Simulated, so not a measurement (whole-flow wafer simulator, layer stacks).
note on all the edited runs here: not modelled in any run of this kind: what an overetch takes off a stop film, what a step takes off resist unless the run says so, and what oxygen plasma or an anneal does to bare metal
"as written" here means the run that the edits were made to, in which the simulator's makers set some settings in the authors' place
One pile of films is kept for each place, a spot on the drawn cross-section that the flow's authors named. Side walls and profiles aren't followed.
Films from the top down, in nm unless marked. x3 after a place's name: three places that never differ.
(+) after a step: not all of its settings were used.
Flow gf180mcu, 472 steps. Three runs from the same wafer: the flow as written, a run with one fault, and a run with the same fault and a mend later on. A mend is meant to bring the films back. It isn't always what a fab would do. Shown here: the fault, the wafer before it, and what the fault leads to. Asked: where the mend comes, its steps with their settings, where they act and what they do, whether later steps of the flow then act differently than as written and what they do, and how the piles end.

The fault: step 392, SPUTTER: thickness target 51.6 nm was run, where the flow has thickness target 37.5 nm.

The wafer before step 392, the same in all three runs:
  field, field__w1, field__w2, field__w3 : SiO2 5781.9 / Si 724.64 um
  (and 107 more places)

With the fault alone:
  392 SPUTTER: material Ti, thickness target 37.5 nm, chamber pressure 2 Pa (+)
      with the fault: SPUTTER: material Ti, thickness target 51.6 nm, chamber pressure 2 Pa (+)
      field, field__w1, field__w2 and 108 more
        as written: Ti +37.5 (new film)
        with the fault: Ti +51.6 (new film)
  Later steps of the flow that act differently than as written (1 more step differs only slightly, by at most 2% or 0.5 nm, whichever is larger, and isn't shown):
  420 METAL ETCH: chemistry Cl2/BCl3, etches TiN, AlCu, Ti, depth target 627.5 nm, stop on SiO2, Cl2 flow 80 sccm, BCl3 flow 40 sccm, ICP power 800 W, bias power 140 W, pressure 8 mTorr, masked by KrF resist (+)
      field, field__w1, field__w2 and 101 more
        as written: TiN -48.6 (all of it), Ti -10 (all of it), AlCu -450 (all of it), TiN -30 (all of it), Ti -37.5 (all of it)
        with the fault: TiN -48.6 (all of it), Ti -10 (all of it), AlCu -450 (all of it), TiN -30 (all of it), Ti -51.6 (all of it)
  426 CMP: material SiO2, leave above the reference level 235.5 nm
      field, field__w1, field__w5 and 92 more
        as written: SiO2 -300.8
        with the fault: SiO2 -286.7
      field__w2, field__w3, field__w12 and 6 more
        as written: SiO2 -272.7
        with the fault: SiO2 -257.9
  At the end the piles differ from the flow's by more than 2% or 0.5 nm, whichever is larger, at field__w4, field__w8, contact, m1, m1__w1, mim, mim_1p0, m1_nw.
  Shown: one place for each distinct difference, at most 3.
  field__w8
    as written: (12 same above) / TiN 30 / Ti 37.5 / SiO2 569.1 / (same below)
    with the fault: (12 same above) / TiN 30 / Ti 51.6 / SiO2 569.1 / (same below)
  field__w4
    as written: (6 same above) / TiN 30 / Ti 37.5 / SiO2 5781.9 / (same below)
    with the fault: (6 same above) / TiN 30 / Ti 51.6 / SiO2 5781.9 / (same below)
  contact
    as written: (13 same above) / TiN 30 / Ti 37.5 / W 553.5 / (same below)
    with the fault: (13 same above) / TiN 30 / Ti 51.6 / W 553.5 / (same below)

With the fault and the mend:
  The mend comes after step 392.
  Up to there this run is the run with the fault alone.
  392a METAL ETCH: chemistry Cl2/BCl3, etches TiN, AlCu, Ti, depth target 14.1 nm, Cl2 flow 80 sccm, BCl3 flow 40 sccm, ICP power 800 W, bias power 140 W, pressure 8 mTorr (the flow's step 260 once more, with other settings)
      field, field__w1, field__w2 and 108 more
        Ti -14.1
  No later step of the flow acts differently than as written at any place that is followed.
  At the end the piles are the same as the flow's at every place that both follow.
